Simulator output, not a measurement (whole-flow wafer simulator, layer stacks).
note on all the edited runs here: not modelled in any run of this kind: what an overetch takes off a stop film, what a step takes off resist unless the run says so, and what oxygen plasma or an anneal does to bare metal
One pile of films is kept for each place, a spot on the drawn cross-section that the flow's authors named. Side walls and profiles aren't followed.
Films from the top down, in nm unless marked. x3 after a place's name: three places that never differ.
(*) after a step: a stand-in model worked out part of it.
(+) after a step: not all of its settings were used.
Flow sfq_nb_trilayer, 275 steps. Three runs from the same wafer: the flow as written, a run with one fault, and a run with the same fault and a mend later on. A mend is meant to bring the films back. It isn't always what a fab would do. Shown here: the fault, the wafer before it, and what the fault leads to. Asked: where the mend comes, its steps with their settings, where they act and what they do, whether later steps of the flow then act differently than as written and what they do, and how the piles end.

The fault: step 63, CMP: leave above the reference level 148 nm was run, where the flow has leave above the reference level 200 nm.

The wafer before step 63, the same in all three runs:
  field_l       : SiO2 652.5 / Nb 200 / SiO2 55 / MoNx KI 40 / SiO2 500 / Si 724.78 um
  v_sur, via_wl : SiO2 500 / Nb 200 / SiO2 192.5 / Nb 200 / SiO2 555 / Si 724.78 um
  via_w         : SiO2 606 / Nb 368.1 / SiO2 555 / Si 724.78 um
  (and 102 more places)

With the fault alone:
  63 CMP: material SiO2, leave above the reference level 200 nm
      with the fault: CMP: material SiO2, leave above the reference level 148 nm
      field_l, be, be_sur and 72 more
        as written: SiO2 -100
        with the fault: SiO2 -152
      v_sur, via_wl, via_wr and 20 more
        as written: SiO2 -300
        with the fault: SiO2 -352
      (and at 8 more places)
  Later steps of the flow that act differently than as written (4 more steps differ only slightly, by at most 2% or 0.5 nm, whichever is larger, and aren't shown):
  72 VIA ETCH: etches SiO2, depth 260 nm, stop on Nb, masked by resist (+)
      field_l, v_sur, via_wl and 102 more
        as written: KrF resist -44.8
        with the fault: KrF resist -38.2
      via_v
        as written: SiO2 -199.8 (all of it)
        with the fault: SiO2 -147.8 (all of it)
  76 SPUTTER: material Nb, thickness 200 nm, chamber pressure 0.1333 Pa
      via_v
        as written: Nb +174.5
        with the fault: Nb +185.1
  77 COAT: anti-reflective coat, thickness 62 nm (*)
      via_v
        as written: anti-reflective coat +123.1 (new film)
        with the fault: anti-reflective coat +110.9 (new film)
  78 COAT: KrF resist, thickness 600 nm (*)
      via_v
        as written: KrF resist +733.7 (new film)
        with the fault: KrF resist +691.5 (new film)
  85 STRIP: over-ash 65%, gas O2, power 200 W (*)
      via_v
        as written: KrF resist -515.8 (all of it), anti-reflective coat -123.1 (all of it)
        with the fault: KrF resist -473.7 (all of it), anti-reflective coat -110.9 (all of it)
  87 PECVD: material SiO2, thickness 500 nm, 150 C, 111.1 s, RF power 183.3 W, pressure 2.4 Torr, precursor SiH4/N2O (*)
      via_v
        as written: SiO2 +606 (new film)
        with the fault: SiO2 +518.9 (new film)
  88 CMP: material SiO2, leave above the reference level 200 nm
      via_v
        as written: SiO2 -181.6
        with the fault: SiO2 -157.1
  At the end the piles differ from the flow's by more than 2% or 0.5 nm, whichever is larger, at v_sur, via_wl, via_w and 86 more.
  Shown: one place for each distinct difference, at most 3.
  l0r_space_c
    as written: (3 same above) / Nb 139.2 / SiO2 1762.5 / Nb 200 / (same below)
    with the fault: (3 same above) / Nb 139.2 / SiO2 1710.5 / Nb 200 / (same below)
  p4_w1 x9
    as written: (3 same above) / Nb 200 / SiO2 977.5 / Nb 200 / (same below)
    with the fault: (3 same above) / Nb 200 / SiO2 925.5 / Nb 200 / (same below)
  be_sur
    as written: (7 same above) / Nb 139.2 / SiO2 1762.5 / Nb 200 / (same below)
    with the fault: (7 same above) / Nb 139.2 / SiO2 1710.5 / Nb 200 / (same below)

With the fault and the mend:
  The mend comes after step 70.
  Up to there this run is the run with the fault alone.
  70a STRIP: over-ash 65%, gas O2, power 200 W (*)
      field_l, v_sur, via_wl and 102 more
        KrF resist -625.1 (all of it), anti-reflective coat -62 (all of it)
      via_v
        anti-reflective coat -62 (all of it)
  70b PECVD: material SiO2, thickness 52 nm, 150 C, 11.56 s, RF power 183.3 W, pressure 2.4 Torr, precursor SiH4/N2O (the flow's step 62 once more, with other settings)
      field_l, v_sur, via_wl and 103 more
        SiO2 +52
  70c COAT: anti-reflective coat, thickness 62 nm (the flow's step 65 once more)
      field_l, v_sur, via_wl and 103 more
        anti-reflective coat +62 (new film)
  70d COAT: KrF resist, thickness 650 nm (the flow's step 66 once more)
      field_l, v_sur, via_wl and 103 more
        KrF resist +650 (new film)
  70e SOFTBAKE: KrF resist (the flow's step 67 once more)
      changes no film at any place that is followed
  70f EXPOSE: photomask I1, dose 11.91 mJ/cm2, NA 0.6, wavelength 248 nm (*) (the flow's step 68 once more)
      changes no film at any place that is followed
  70g PEB: KrF resist, 90 s (the flow's step 69 once more)
      field_l, v_sur, via_wl and 103 more
        KrF resist -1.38
  70h DEVELOP: KrF resist, thickness 650 nm, 60 s (the flow's step 70 once more)
      field_l, v_sur, via_wl and 102 more
        KrF resist -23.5
      via_v
        KrF resist -648.6 (all of it)
  No later step of the flow acts differently than as written, at any place that is followed, by more than 2% or 0.5 nm, whichever is larger.
  At the end the piles differ from the flow's only slightly at the places that both follow, by at most 2% or 0.5 nm, whichever is larger.
